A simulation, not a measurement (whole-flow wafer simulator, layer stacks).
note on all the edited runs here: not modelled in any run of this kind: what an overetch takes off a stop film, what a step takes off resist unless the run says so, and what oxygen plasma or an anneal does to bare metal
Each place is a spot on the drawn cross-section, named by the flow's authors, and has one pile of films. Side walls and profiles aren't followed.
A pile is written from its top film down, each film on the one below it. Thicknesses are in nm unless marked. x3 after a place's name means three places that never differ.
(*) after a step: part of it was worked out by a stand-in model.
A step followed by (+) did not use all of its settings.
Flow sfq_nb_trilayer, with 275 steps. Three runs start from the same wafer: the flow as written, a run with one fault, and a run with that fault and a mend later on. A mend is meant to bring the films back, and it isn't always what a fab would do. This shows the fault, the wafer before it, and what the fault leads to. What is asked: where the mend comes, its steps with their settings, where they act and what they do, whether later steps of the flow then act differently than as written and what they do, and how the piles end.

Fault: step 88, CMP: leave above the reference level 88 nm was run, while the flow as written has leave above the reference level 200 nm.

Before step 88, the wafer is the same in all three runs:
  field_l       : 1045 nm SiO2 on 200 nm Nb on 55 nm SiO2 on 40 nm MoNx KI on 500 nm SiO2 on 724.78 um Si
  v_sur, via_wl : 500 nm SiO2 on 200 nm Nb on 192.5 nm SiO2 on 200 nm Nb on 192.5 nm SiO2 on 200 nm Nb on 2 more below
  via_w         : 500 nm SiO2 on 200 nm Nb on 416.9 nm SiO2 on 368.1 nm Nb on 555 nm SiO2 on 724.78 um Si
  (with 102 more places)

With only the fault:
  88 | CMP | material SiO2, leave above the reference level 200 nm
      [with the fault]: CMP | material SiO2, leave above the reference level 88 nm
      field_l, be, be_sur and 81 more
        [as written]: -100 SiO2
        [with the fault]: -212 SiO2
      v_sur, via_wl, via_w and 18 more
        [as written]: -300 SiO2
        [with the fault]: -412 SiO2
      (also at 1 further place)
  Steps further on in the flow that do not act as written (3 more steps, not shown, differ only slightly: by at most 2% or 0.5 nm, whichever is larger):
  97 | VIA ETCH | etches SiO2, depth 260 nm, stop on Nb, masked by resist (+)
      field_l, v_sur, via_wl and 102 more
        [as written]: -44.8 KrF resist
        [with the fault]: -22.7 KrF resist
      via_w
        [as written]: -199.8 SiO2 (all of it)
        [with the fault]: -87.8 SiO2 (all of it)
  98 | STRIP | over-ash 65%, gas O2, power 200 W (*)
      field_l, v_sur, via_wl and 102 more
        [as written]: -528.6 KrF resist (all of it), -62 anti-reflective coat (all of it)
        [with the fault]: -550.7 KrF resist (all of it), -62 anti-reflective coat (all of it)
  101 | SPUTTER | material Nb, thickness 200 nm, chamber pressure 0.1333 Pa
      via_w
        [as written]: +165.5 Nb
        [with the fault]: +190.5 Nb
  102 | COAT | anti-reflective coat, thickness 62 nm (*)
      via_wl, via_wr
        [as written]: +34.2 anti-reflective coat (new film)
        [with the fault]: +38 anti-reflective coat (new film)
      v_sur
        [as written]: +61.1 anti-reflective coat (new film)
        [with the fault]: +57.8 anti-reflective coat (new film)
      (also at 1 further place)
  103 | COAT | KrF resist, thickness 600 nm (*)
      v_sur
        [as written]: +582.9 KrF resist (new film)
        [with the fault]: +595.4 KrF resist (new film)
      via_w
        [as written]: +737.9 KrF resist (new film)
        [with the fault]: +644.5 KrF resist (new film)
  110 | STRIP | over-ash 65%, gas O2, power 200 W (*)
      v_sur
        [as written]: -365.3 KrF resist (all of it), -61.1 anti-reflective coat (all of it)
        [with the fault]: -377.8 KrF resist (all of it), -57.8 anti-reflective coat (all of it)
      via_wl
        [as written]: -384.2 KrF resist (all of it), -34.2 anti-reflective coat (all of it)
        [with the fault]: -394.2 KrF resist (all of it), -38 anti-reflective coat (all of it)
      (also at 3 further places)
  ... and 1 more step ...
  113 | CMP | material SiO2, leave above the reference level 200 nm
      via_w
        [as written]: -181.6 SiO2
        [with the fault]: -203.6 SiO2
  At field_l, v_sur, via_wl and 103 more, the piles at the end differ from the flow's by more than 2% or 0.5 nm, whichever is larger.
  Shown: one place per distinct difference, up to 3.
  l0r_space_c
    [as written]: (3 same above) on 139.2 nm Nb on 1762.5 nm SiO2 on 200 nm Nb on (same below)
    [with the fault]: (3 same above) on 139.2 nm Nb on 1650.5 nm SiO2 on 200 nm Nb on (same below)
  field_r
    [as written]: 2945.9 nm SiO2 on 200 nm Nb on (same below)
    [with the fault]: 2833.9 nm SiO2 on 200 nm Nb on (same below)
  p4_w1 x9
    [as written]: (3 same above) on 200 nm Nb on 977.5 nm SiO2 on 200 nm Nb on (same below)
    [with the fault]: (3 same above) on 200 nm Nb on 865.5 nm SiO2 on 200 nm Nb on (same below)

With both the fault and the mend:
  After step 89 comes the mend.
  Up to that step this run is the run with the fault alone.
  89a | PECVD | material SiO2, thickness 112 nm, 150 C, 24.89 s, RF power 183.3 W, pressure 2.4 Torr, precursor SiH4/N2O (the flow's step 87, run once more with other settings)
      field_l, v_sur, via_wl and 103 more
        +112 SiO2
  Every later step of the flow that is run acts as written at every place that is followed.
  By the end, the piles equal the flow's at every place that both follow.
